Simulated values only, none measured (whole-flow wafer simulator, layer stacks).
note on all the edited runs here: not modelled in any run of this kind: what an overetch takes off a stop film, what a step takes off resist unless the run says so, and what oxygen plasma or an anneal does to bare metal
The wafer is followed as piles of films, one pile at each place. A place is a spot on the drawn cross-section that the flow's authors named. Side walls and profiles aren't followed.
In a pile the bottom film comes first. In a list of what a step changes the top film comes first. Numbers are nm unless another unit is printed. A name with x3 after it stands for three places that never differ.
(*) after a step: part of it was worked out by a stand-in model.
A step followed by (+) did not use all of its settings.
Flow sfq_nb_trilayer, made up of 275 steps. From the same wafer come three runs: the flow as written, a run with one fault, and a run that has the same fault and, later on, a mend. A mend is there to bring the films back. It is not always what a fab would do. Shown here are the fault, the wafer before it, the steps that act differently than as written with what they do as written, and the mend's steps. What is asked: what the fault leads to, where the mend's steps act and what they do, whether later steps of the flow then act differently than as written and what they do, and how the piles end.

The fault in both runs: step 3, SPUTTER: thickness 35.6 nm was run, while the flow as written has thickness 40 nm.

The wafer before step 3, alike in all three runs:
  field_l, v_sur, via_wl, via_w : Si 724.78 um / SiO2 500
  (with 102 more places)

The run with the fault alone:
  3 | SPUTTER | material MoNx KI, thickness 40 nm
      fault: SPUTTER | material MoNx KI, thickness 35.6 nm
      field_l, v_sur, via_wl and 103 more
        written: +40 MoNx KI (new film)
        fault: +35.6 MoNx KI (new film)
  Steps further on in the flow that do not act as written (9 other steps are not shown; they differ only slightly, by no more than 2% or 0.5 nm, whichever is larger):
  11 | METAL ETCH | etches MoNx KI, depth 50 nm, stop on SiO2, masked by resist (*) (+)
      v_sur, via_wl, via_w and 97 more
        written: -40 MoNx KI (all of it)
        fault: -35.6 MoNx KI (all of it)
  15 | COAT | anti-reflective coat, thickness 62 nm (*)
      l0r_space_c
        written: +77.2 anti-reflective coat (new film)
        fault: +75.6 anti-reflective coat (new film)
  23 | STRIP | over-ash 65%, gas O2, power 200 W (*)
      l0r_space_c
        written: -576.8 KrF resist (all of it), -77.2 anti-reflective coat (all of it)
        fault: -574.8 KrF resist (all of it), -75.6 anti-reflective coat (all of it)
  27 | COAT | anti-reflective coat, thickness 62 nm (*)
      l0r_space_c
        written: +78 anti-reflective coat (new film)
        fault: +76.2 anti-reflective coat (new film)
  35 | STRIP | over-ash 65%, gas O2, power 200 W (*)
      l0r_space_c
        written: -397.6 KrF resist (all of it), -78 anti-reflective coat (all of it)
        fault: -395.9 KrF resist (all of it), -76.2 anti-reflective coat (all of it)
  The piles end different from the flow's at field_l, l0_sur, l0v, l0r_line_l, l0r_line_c, l0r_line_r by more than 2% or 0.5 nm, whichever is larger.
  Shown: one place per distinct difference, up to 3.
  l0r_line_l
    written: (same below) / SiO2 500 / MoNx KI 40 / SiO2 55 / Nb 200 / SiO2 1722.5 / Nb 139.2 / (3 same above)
    fault: (same below) / SiO2 500 / MoNx KI 35.6 / SiO2 55 / Nb 200 / SiO2 1726.9 / Nb 139.2 / (3 same above)
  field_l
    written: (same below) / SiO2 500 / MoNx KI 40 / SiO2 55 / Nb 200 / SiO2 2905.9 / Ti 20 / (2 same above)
    fault: (same below) / SiO2 500 / MoNx KI 35.6 / SiO2 55 / Nb 200 / SiO2 2910.3 / Ti 20 / (2 same above)
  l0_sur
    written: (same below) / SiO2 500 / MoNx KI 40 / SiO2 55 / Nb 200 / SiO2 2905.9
    fault: (same below) / SiO2 500 / MoNx KI 35.6 / SiO2 55 / Nb 200 / SiO2 2910.3

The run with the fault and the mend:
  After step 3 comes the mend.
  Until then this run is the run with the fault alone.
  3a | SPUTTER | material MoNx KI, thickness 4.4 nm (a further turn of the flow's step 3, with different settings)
      field_l, v_sur, via_wl and 103 more
        +4.4 MoNx KI
  Every later step of the flow that is run acts as written at every place that is followed.
  The piles end the same as the flow's at every place that both follow.
